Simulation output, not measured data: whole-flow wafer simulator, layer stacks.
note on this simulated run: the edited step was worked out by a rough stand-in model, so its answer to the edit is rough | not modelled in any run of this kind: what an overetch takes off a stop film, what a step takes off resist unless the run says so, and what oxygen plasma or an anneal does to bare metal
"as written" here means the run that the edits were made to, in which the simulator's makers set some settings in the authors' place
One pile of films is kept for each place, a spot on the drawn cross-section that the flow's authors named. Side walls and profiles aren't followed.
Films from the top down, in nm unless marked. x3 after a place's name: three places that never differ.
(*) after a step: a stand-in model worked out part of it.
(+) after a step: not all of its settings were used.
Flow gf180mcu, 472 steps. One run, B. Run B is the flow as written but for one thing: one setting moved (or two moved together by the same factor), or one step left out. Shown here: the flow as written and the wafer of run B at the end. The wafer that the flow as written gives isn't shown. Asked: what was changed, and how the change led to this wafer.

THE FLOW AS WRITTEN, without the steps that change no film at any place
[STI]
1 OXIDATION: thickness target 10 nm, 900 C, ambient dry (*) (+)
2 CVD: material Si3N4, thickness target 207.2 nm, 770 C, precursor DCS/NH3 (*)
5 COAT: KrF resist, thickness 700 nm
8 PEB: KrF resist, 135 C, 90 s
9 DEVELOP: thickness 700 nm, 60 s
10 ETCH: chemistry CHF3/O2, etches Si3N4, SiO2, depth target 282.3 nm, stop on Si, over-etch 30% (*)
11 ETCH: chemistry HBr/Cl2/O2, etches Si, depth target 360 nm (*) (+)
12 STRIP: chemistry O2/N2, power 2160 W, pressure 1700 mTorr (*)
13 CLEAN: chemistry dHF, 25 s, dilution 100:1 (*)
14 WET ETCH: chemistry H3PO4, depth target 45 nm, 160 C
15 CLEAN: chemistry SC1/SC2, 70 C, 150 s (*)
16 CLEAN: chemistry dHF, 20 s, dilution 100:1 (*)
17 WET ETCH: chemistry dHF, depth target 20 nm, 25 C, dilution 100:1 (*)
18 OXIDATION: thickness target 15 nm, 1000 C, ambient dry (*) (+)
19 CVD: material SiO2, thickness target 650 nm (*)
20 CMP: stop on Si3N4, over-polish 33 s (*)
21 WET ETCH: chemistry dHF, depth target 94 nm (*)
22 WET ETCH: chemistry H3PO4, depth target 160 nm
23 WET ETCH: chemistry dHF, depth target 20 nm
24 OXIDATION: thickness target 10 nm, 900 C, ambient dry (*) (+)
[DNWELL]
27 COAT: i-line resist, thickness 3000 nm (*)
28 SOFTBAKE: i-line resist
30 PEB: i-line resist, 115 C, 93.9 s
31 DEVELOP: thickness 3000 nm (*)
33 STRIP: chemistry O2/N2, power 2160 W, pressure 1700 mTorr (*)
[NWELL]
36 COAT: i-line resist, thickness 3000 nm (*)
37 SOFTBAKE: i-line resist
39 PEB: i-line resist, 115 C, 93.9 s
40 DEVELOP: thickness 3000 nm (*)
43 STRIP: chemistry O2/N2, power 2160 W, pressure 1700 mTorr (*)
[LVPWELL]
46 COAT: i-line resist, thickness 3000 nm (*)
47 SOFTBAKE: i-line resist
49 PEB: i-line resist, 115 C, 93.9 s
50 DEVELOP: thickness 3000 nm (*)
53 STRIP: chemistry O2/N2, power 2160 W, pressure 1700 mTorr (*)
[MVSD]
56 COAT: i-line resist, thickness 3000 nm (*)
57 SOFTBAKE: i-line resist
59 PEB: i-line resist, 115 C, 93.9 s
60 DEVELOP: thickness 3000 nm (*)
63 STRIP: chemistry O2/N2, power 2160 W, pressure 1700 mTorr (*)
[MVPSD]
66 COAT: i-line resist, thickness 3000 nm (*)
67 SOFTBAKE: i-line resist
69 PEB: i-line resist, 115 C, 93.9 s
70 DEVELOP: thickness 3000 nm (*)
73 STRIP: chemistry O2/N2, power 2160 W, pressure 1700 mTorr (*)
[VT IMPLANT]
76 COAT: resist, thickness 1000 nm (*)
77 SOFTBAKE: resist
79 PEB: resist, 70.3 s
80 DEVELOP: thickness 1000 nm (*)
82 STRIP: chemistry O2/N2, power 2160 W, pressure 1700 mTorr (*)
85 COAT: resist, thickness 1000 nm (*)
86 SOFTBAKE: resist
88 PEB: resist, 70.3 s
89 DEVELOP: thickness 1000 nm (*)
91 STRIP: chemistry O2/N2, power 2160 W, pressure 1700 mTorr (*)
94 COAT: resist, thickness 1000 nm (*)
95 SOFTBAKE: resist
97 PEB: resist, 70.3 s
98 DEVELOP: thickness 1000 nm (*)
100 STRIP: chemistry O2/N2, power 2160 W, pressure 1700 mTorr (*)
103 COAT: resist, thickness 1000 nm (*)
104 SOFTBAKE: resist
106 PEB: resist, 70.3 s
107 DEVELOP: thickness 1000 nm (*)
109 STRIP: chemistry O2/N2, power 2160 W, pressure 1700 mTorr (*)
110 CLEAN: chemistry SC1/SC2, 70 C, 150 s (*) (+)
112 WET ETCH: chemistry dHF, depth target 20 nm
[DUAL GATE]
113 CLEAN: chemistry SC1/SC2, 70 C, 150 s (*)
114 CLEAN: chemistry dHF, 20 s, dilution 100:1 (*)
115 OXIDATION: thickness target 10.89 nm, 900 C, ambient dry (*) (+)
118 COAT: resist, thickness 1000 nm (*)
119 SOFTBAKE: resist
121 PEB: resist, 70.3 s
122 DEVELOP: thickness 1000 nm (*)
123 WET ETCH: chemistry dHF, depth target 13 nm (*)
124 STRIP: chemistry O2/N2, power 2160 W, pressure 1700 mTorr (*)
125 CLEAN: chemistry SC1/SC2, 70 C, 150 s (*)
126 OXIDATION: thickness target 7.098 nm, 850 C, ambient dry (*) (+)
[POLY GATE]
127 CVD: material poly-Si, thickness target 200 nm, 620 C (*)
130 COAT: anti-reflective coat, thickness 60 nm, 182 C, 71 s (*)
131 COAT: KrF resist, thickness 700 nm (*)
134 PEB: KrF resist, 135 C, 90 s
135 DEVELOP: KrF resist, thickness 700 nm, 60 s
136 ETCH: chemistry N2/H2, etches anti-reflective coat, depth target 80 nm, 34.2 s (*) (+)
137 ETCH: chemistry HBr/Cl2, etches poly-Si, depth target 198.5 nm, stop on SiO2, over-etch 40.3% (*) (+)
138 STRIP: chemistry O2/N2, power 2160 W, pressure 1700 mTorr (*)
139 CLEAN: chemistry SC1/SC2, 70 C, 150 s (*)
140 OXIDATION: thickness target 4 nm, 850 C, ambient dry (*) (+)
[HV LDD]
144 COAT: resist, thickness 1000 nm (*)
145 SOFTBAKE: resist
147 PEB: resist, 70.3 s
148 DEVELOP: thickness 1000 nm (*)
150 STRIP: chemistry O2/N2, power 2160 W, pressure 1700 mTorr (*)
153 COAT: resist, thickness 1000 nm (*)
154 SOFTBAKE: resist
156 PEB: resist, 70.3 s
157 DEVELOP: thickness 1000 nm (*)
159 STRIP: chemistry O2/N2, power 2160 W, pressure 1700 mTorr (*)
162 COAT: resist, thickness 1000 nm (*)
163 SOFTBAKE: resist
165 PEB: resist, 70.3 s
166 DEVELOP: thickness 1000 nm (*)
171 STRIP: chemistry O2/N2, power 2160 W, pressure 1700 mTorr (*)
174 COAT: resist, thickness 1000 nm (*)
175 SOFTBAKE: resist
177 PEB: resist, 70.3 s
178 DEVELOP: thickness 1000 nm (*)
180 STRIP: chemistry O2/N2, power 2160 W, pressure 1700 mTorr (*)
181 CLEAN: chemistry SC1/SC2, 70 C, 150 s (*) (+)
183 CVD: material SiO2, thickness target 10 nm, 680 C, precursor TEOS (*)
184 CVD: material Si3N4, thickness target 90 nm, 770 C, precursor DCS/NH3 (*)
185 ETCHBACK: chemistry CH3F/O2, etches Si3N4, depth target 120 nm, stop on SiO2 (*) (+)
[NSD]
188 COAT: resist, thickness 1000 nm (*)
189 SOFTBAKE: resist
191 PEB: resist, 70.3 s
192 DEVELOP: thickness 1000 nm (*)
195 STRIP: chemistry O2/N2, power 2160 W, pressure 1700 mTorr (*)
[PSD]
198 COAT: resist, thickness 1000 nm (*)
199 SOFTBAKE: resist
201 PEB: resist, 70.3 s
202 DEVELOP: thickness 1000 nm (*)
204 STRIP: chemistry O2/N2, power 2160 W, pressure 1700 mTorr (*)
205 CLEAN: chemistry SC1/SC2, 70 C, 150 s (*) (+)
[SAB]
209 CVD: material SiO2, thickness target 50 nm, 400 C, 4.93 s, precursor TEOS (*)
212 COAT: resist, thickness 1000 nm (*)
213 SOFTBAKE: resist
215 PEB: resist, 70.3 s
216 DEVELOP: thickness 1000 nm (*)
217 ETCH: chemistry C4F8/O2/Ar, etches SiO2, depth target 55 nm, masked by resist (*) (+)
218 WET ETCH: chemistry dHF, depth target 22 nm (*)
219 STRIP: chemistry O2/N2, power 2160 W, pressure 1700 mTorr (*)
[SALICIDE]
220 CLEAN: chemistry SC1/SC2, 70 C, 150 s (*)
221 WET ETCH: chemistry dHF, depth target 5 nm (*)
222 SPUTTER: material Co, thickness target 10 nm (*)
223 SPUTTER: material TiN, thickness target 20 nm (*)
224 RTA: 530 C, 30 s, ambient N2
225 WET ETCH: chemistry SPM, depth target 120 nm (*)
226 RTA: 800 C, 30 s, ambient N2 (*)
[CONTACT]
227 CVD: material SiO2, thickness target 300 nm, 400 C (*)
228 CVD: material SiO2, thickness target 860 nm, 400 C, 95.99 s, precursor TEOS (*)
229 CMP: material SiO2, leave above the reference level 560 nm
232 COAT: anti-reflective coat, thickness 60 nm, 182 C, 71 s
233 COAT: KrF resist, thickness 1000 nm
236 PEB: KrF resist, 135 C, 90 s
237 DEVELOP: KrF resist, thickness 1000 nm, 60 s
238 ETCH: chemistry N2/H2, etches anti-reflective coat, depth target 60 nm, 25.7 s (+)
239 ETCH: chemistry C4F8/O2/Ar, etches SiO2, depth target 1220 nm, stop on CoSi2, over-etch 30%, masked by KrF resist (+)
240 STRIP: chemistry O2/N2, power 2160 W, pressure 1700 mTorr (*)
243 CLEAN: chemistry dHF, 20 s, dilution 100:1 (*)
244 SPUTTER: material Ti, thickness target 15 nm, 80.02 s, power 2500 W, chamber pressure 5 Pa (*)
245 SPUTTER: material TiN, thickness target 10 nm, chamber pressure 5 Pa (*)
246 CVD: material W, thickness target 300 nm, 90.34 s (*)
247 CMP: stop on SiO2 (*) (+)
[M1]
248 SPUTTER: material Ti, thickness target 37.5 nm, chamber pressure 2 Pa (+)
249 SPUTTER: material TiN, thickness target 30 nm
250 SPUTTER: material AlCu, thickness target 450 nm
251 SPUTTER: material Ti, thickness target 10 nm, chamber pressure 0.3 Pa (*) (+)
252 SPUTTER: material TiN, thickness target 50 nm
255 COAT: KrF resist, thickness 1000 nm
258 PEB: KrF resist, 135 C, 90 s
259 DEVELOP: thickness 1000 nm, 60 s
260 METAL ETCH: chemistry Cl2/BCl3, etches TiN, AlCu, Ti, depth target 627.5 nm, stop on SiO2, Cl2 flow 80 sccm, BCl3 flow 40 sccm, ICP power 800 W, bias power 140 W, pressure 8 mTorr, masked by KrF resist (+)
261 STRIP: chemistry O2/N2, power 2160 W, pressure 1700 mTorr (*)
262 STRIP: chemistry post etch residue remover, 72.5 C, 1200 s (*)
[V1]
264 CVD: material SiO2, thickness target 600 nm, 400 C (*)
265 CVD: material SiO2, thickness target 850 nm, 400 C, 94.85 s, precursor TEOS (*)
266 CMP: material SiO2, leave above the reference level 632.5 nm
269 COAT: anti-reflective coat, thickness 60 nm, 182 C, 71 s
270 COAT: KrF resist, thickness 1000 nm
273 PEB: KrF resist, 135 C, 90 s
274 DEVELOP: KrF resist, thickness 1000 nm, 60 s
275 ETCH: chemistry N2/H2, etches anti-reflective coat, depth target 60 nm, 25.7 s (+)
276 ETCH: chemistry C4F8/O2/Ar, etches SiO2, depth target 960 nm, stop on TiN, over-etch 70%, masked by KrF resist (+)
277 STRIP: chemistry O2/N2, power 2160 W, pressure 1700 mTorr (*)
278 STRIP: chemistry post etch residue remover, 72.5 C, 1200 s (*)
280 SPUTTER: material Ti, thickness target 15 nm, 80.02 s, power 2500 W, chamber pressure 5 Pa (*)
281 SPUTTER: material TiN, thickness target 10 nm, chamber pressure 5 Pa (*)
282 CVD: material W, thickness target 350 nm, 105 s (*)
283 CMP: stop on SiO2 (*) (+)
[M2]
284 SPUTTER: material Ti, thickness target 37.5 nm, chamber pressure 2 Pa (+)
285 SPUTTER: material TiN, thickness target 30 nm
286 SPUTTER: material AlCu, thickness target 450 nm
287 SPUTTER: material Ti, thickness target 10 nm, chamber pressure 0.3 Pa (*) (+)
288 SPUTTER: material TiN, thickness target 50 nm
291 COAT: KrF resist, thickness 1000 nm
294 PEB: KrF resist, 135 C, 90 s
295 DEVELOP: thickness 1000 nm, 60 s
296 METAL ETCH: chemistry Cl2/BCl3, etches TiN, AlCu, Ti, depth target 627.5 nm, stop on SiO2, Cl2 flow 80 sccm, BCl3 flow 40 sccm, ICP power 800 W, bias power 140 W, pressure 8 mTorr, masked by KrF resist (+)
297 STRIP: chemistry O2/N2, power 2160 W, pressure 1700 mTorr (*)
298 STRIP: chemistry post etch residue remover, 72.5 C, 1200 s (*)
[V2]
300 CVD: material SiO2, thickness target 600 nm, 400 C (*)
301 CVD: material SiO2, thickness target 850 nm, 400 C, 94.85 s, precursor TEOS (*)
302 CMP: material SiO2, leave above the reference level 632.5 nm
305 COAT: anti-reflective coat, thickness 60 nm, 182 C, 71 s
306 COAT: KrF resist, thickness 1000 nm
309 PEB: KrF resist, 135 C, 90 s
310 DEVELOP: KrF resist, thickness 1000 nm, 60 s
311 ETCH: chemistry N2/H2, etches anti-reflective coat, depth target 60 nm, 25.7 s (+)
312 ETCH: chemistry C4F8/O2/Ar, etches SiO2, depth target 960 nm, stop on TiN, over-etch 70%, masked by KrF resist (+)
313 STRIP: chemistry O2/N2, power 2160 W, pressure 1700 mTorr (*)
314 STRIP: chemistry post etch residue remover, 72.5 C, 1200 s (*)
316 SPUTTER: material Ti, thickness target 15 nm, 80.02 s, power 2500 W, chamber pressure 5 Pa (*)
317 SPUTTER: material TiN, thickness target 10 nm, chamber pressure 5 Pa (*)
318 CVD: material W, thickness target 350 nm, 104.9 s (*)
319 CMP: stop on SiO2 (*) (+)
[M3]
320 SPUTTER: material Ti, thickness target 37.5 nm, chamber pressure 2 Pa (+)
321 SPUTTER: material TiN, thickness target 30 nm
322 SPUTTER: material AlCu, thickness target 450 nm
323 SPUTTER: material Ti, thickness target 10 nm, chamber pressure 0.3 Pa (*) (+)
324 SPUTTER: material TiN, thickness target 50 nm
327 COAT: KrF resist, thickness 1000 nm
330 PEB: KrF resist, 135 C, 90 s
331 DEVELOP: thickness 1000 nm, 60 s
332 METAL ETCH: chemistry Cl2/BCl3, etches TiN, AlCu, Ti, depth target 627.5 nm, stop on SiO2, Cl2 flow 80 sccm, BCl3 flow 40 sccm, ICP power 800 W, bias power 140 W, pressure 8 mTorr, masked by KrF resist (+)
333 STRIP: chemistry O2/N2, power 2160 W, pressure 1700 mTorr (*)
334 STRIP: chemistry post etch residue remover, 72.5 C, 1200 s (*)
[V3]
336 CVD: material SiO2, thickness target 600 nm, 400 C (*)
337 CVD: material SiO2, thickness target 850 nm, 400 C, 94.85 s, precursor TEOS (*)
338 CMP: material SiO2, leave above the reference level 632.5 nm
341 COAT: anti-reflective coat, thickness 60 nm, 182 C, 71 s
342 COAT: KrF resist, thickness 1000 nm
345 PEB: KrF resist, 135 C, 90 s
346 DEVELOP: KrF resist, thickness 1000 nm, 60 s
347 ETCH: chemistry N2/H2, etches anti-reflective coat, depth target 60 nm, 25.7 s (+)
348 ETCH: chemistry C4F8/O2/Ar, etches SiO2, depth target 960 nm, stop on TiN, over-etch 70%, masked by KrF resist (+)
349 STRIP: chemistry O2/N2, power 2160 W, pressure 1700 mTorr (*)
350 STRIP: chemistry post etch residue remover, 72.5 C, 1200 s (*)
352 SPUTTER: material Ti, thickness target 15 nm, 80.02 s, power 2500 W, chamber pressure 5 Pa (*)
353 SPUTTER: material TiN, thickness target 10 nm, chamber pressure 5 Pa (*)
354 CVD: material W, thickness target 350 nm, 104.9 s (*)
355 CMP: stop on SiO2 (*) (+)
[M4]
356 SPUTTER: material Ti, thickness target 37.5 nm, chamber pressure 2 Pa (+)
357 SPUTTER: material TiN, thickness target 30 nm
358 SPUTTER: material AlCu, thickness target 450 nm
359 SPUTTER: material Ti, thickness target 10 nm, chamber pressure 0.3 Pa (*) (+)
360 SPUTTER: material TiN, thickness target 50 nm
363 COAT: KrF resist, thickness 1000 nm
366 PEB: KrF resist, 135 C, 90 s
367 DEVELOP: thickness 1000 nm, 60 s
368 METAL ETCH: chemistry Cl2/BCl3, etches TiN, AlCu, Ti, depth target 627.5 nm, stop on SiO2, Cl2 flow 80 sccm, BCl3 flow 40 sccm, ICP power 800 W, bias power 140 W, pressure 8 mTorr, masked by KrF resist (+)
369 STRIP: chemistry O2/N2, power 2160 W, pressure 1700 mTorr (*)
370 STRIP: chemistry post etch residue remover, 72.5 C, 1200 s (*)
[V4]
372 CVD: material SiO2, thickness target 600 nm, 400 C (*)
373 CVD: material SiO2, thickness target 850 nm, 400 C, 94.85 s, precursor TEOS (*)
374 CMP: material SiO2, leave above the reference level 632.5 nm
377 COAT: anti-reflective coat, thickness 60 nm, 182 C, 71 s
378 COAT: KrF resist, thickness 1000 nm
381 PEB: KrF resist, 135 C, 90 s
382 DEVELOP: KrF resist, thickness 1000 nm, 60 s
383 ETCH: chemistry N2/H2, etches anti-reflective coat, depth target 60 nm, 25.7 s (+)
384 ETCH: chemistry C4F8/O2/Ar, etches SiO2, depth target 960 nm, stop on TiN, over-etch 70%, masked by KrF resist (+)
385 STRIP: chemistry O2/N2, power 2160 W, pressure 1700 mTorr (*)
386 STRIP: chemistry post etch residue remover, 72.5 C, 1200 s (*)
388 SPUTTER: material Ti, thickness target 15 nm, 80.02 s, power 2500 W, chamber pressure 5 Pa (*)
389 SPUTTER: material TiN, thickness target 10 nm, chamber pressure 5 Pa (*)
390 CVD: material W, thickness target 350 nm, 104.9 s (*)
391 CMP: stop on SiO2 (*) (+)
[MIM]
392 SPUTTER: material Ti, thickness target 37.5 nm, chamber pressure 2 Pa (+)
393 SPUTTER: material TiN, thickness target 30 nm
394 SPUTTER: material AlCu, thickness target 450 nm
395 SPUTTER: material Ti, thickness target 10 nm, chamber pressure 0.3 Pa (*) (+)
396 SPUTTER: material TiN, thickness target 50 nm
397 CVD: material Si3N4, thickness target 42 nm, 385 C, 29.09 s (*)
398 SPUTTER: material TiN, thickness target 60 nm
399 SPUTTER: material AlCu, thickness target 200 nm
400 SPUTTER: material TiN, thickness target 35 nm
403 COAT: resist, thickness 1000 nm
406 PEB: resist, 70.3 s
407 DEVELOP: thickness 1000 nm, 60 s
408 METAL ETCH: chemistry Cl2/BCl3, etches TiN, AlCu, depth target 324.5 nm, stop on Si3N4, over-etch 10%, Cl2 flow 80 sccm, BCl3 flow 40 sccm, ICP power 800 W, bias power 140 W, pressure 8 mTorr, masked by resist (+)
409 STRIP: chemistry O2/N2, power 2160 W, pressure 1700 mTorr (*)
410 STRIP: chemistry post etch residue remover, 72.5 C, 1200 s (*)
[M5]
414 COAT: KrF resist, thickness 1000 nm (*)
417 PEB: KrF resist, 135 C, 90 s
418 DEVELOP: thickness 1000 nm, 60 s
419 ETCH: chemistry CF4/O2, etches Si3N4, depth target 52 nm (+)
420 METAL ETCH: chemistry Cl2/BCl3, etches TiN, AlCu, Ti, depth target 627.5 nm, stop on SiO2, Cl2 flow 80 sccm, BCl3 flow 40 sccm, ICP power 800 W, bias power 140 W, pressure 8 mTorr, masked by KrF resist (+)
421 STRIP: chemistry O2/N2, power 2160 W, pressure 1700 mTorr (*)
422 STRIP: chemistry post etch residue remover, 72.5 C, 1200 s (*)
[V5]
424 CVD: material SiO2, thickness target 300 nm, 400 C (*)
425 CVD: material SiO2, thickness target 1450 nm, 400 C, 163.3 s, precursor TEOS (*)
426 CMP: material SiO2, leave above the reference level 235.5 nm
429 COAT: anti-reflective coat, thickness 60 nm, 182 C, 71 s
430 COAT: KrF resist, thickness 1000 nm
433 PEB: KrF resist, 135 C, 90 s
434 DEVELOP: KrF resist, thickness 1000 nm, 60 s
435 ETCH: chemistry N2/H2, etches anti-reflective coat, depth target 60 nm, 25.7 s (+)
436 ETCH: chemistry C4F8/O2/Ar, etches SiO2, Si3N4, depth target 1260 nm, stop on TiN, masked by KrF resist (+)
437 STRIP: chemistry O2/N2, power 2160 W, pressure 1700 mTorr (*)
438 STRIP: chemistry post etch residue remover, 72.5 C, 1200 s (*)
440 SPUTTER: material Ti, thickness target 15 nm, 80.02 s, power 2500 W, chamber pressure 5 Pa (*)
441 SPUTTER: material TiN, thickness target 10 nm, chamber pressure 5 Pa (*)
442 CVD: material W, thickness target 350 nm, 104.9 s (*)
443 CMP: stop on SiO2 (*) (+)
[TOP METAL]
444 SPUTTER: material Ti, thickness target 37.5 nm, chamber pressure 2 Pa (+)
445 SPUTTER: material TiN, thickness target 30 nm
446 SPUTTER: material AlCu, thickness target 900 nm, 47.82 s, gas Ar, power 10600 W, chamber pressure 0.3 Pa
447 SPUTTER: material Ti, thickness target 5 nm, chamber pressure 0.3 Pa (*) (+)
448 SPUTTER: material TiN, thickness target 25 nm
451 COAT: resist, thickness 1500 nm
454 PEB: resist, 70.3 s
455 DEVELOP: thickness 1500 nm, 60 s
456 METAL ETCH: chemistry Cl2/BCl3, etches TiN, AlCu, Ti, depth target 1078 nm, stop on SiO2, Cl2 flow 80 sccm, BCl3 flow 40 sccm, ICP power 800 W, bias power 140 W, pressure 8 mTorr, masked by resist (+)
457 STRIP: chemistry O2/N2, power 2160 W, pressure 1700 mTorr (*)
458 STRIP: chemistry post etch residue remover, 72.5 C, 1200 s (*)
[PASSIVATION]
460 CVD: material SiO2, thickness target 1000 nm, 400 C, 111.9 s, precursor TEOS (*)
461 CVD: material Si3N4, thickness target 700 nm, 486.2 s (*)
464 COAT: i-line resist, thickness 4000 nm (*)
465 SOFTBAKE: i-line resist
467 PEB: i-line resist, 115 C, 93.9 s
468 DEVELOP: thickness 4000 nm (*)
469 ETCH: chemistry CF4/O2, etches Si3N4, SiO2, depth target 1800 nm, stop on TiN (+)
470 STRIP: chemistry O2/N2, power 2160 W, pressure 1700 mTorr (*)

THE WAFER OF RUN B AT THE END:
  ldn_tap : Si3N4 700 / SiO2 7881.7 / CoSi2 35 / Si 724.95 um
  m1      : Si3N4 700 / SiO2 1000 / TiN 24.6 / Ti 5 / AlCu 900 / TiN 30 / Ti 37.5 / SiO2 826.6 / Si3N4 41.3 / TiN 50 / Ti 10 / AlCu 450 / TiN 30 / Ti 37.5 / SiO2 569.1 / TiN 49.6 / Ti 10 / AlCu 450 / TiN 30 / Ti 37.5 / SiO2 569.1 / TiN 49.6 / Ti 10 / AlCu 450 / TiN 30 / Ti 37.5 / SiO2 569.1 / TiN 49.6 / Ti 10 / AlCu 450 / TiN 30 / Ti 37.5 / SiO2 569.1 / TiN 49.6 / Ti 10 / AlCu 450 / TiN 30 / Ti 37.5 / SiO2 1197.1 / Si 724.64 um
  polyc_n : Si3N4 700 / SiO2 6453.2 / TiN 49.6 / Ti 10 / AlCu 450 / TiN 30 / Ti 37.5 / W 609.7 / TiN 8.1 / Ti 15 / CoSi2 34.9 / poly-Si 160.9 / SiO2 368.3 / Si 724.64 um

The cause: step 245, SPUTTER: thickness target 8.1 nm was run, where the flow has thickness target 10 nm.
It can be read off the wafer: polyc_n has TiN 8.1, and step 245 as written asks for 10 nm.

How the change led to this, step by step:
  245 SPUTTER: material TiN, thickness target 10 nm, chamber pressure 5 Pa (*)
      field, field__w1, field__w2 and 107 more: TiN +8.1 (new film) (as written it would be: TiN +10 (new film))
      contact: TiN +4.44 (new film) (as written it would be: TiN +5.48 (new film))
  247 CMP: stop on SiO2 (*) (+)
      field, field__w1, field__w2 and 105 more: W -300 (all of it), TiN -8.1 (all of it), Ti -15 (all of it), SiO2 -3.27 (as written it would be: W -300 (all of it), TiN -10 (all of it), Ti -15 (all of it), SiO2 -3.29)
